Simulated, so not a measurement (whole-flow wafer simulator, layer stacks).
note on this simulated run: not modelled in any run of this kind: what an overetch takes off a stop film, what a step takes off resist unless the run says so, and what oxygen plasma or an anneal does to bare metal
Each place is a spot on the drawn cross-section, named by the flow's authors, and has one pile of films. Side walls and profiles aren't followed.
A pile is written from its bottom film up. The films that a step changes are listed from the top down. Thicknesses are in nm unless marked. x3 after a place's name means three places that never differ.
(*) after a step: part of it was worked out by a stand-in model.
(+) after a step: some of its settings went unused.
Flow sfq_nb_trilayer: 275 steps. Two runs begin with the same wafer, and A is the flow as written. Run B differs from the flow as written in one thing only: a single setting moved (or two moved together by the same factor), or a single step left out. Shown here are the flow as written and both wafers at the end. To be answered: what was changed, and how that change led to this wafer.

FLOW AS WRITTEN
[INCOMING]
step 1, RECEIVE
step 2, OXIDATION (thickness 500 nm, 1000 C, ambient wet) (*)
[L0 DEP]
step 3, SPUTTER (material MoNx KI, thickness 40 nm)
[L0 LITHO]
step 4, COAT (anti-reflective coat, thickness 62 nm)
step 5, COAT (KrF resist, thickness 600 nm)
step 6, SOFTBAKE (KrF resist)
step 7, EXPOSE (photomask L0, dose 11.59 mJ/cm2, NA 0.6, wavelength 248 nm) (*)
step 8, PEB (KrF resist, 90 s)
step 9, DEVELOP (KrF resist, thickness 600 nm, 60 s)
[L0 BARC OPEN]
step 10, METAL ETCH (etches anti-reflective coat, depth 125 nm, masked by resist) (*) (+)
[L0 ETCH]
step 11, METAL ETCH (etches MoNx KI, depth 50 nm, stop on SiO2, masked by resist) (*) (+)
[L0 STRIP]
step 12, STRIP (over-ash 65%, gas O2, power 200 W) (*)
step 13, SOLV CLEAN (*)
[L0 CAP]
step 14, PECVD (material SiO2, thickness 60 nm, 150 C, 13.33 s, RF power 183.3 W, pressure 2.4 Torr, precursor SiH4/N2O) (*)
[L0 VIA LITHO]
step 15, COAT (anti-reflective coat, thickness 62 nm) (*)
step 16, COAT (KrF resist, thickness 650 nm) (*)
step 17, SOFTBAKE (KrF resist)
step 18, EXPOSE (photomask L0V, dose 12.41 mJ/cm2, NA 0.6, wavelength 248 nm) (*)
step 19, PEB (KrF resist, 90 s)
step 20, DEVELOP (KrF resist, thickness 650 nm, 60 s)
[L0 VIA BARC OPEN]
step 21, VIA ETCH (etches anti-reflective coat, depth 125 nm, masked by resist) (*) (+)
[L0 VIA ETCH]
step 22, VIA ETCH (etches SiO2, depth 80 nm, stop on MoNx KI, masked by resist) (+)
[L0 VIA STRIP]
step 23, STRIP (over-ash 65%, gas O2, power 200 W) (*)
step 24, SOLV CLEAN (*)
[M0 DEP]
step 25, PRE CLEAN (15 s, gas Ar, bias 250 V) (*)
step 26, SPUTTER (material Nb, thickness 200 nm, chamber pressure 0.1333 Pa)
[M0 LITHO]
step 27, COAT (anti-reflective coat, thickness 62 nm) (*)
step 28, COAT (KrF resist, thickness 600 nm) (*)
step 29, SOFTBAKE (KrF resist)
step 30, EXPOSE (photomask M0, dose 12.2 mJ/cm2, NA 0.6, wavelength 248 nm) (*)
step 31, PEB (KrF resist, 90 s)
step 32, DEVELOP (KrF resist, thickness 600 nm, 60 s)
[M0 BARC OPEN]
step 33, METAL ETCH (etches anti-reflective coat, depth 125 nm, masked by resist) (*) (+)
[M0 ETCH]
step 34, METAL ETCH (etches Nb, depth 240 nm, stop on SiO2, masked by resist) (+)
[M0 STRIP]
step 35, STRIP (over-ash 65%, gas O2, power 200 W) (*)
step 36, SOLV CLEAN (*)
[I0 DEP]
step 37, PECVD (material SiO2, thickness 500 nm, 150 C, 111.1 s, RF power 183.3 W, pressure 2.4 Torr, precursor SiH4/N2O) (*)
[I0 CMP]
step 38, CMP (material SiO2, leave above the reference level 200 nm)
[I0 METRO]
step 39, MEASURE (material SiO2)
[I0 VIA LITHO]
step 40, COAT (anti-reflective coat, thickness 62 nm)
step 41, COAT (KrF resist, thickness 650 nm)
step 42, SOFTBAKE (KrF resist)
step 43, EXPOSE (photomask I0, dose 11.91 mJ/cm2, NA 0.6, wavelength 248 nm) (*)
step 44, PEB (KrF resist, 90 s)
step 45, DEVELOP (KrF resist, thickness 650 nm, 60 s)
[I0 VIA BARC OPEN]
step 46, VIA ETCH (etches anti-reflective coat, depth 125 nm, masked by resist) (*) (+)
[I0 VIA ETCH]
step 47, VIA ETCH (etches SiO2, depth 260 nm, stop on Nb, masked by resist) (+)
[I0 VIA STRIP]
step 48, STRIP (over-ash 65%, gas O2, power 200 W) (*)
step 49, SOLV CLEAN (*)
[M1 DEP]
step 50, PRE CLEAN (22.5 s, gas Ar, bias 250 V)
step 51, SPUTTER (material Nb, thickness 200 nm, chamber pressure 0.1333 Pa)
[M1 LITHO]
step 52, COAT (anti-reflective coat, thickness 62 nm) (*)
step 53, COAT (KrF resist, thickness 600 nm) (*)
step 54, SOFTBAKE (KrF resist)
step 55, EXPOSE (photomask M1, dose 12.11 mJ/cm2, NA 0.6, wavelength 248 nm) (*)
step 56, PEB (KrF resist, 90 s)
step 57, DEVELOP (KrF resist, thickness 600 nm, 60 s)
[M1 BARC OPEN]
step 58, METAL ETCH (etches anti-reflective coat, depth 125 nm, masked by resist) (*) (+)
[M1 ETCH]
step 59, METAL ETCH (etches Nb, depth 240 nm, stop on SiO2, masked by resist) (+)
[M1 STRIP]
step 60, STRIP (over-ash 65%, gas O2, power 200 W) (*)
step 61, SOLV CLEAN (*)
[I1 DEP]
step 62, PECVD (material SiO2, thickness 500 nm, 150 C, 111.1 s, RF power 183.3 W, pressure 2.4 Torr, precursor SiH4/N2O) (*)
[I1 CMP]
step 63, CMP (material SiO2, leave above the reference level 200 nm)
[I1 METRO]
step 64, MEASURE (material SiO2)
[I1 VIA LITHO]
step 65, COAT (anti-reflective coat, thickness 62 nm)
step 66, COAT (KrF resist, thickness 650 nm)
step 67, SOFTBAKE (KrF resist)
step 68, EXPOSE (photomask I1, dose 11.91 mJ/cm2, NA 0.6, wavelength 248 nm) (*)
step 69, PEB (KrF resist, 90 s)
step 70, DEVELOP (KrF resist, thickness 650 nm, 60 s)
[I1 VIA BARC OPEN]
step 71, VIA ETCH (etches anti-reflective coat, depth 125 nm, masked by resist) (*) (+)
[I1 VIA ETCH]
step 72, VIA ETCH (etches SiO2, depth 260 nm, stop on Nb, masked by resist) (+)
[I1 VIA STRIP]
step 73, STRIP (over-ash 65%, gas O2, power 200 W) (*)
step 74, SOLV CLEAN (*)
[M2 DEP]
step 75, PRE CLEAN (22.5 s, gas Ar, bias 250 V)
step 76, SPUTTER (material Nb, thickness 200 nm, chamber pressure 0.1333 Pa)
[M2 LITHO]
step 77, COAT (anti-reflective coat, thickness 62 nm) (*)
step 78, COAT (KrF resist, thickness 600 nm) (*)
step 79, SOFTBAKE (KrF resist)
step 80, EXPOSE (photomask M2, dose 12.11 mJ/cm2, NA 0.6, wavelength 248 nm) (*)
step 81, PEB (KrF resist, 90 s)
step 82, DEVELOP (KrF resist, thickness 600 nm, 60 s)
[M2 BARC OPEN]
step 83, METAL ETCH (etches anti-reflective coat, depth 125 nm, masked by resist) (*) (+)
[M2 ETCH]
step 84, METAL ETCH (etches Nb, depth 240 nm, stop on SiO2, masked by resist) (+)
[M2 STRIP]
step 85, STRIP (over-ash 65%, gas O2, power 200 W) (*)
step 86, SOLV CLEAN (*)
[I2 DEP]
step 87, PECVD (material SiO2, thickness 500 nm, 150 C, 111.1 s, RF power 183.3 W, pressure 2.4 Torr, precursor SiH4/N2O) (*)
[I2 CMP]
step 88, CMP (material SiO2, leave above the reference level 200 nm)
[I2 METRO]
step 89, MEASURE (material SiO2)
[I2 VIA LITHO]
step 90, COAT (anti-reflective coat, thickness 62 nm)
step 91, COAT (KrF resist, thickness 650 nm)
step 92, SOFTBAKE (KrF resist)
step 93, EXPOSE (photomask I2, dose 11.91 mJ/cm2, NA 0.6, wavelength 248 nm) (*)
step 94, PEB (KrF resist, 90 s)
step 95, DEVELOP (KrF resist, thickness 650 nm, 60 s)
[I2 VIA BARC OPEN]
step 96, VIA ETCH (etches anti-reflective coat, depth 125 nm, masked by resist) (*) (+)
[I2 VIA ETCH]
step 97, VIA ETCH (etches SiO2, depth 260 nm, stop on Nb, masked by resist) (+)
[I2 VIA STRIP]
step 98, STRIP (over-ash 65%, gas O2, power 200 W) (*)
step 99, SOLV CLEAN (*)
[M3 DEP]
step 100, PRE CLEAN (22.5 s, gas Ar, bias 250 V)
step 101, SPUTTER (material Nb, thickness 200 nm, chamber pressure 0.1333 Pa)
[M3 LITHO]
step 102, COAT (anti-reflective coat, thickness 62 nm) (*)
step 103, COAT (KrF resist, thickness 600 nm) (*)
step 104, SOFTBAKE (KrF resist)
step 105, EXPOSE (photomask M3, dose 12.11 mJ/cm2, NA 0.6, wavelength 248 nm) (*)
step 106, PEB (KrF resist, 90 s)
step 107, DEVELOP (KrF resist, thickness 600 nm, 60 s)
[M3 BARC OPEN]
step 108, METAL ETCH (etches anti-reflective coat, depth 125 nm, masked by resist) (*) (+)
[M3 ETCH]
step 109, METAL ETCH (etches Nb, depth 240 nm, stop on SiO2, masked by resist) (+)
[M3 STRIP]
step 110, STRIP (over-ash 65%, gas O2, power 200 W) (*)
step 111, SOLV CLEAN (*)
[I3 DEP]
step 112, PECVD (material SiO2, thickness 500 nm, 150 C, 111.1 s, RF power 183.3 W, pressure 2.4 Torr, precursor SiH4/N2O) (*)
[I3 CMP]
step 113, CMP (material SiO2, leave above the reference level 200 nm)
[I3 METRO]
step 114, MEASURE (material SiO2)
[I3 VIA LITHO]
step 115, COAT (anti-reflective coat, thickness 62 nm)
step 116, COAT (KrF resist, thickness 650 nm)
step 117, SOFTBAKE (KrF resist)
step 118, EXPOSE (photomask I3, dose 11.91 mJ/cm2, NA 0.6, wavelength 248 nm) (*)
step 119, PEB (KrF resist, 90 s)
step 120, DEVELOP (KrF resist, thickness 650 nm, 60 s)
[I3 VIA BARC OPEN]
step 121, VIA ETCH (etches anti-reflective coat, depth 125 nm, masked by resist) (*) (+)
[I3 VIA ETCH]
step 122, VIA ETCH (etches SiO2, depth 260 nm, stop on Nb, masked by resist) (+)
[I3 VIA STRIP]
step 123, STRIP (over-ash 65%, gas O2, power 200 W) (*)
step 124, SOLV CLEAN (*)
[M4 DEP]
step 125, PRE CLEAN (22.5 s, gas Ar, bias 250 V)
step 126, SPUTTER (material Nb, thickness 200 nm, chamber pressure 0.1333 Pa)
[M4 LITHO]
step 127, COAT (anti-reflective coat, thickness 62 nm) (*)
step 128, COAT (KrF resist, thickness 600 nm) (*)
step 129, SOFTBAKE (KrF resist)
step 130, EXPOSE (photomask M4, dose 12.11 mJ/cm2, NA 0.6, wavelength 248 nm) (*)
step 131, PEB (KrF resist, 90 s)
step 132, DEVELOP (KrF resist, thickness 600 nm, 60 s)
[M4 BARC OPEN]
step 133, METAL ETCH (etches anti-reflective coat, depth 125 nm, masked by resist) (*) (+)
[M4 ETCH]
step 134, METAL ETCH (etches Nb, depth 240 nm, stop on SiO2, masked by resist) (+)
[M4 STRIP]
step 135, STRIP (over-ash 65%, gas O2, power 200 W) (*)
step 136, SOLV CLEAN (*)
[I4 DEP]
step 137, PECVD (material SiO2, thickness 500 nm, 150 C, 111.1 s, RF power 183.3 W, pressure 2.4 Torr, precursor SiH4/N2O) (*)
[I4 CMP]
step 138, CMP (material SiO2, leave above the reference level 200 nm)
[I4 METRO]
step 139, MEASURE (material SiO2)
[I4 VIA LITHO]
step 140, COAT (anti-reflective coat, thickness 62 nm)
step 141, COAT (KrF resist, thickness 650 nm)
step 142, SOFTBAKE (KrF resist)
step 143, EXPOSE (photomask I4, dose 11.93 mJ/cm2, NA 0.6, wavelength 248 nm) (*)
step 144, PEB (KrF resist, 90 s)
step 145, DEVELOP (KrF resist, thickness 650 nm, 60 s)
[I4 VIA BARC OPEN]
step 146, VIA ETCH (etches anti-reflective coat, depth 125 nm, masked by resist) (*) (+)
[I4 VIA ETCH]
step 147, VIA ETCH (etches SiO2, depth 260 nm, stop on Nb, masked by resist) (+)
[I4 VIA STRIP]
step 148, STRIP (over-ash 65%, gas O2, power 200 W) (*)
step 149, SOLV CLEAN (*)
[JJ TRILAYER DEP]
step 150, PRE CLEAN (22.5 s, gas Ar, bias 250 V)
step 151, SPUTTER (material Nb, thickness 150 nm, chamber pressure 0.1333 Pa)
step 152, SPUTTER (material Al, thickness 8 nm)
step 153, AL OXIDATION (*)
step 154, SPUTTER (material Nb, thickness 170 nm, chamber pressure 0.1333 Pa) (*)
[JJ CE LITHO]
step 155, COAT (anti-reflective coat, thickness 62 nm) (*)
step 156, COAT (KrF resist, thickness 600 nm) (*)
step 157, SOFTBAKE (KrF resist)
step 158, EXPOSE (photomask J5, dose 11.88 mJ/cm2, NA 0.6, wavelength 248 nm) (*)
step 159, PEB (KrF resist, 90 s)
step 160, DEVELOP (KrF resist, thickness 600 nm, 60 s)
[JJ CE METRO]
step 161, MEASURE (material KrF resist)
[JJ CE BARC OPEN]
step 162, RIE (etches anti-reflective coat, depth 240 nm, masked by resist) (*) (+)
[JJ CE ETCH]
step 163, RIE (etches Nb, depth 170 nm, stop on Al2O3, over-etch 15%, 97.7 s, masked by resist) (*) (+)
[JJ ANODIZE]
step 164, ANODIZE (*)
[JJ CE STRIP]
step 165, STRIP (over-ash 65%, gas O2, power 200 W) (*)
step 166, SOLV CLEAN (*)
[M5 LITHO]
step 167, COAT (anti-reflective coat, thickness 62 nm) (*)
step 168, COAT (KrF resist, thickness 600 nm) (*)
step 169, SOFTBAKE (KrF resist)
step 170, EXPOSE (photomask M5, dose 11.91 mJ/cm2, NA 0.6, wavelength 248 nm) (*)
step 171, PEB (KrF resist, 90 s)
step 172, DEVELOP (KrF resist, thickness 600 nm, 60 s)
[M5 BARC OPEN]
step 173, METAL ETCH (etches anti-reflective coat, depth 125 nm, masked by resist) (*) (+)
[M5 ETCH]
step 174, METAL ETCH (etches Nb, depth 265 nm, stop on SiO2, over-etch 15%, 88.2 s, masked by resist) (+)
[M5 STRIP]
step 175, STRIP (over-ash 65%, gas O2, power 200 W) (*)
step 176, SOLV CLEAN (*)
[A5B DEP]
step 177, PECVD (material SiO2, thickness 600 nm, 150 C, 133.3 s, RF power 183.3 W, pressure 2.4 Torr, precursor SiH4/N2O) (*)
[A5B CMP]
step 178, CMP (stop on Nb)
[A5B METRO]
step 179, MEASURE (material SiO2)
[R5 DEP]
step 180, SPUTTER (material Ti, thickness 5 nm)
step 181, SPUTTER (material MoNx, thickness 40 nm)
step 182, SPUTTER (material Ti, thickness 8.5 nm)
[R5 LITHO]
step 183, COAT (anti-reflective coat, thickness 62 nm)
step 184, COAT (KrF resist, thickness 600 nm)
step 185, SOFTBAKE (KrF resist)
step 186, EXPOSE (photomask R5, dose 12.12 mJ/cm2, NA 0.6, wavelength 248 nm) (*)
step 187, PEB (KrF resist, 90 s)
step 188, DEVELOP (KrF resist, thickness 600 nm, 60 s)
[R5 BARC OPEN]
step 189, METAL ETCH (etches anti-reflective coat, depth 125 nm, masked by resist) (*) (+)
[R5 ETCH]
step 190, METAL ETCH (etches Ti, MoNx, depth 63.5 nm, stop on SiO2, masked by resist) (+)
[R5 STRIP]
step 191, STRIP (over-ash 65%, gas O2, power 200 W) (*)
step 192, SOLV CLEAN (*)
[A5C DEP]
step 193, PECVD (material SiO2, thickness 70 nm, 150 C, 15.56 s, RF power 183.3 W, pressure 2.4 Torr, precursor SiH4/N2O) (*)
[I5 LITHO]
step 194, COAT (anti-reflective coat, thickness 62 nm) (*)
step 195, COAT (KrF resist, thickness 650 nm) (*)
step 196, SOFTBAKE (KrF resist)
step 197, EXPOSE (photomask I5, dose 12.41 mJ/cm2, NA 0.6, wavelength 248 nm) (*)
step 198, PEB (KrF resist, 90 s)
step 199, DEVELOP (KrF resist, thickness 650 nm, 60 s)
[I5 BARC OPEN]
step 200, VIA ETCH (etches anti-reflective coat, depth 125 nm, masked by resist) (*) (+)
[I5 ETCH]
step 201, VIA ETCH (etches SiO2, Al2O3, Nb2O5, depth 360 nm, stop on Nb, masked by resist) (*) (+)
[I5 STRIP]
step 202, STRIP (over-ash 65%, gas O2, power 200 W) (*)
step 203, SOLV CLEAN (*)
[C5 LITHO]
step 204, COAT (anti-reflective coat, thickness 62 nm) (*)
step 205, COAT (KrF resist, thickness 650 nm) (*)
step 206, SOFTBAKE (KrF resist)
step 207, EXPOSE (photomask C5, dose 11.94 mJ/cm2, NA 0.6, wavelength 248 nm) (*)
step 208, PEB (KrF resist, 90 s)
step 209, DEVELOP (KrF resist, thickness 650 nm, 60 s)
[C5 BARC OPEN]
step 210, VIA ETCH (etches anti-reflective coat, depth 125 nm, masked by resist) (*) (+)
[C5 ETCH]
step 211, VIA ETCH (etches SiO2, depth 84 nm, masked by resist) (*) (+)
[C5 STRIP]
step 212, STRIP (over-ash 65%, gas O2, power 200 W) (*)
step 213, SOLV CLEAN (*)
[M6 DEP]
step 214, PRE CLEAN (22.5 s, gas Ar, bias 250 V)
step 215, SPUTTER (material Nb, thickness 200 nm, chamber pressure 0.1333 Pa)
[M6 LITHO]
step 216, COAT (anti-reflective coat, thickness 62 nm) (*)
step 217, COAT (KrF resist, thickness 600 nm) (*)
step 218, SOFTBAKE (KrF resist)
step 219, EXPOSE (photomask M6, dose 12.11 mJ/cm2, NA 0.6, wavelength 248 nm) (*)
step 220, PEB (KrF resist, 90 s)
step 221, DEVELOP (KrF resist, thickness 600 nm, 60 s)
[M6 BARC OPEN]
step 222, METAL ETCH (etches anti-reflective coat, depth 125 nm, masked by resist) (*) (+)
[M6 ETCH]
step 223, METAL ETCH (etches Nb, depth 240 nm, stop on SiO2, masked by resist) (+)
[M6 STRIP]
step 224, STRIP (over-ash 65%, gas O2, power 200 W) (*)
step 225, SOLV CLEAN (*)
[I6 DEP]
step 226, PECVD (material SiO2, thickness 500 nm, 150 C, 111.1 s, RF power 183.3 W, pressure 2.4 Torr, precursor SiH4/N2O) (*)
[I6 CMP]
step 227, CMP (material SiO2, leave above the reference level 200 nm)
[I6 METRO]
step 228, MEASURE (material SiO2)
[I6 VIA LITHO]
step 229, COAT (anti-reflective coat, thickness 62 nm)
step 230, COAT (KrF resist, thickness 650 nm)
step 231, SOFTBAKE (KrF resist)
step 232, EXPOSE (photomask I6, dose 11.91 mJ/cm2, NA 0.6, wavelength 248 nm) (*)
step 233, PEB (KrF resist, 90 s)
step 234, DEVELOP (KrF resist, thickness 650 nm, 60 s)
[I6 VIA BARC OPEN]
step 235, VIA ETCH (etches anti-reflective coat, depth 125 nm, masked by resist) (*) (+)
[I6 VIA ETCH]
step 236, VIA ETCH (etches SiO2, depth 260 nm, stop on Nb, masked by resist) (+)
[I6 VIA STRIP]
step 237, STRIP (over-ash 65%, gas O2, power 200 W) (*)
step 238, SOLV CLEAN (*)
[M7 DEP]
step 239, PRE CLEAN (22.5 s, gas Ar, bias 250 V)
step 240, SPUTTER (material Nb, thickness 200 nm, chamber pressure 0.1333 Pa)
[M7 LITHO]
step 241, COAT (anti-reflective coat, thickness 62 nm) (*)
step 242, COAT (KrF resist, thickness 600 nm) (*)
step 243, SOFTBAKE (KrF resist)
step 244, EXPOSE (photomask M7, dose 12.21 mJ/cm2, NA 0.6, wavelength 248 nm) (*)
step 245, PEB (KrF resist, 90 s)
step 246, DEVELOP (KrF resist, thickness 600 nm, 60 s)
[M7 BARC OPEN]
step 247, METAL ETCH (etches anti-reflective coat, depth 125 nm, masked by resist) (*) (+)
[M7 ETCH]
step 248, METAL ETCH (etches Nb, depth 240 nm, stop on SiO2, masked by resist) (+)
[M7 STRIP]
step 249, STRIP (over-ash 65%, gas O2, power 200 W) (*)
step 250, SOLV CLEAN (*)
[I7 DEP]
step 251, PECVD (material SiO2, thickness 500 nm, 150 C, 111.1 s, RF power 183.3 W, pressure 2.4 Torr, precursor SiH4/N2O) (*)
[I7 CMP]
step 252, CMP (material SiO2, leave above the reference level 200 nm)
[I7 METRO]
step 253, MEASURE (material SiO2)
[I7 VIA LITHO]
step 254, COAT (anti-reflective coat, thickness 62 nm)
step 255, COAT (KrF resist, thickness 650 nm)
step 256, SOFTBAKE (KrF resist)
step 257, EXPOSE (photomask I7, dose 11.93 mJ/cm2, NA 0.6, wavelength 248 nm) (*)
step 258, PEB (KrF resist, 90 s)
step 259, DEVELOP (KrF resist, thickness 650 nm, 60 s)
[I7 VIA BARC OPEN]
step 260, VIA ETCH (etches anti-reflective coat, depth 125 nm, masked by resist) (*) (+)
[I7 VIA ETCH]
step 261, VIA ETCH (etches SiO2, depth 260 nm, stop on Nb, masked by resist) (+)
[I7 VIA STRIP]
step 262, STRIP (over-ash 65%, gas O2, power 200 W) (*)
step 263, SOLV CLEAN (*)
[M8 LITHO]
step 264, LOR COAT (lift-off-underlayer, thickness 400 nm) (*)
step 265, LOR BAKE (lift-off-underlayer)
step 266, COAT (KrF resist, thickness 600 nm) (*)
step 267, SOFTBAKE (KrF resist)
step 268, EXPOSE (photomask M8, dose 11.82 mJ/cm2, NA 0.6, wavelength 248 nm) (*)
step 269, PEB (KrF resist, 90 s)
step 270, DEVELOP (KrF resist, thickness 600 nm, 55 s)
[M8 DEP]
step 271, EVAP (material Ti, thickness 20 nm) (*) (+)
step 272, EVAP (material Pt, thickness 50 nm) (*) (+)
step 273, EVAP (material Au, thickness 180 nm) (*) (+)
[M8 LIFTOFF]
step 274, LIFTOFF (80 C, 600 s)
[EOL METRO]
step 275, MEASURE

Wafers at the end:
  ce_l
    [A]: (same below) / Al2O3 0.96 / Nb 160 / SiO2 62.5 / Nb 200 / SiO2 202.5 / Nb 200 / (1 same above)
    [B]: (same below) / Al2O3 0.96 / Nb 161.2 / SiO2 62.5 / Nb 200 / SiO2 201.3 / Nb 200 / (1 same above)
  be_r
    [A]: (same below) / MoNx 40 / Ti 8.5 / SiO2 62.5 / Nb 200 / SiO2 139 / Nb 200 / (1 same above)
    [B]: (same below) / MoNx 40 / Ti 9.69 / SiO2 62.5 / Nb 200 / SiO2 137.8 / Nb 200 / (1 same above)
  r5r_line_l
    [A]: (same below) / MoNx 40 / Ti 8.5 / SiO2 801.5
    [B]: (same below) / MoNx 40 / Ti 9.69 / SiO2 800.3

The reason: step 182, SPUTTER: thickness 9.69 nm was run, whereas the flow has thickness 8.5 nm.
One can read it off the wafer: be_r has Ti 9.69, and step 182 as written asks for 8.5 nm.

How this came from the change, step by step:
  step 182, SPUTTER (material Ti, thickness 8.5 nm)
      field_l, v_sur, via_wl and 103 more: A +8.5 Ti (new film) | B +9.69 Ti (new film)
  step 190, METAL ETCH (etches Ti, MoNx, depth 63.5 nm, stop on SiO2, masked by resist) (+)
      field_l, v_sur, via_wl and 92 more: A -8.5 Ti (all of it), -40 MoNx (all of it), -5 Ti (all of it) | B -9.69 Ti (all of it), -40 MoNx (all of it), -5 Ti (all of it)
      ce_l, c5j, ce_r, wl_jj: A -8.5 Ti (all of it), -40 MoNx (all of it), -5 Ti (all of it), -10 Nb | B -9.69 Ti (all of it), -40 MoNx (all of it), -5 Ti (all of it), -8.81 Nb
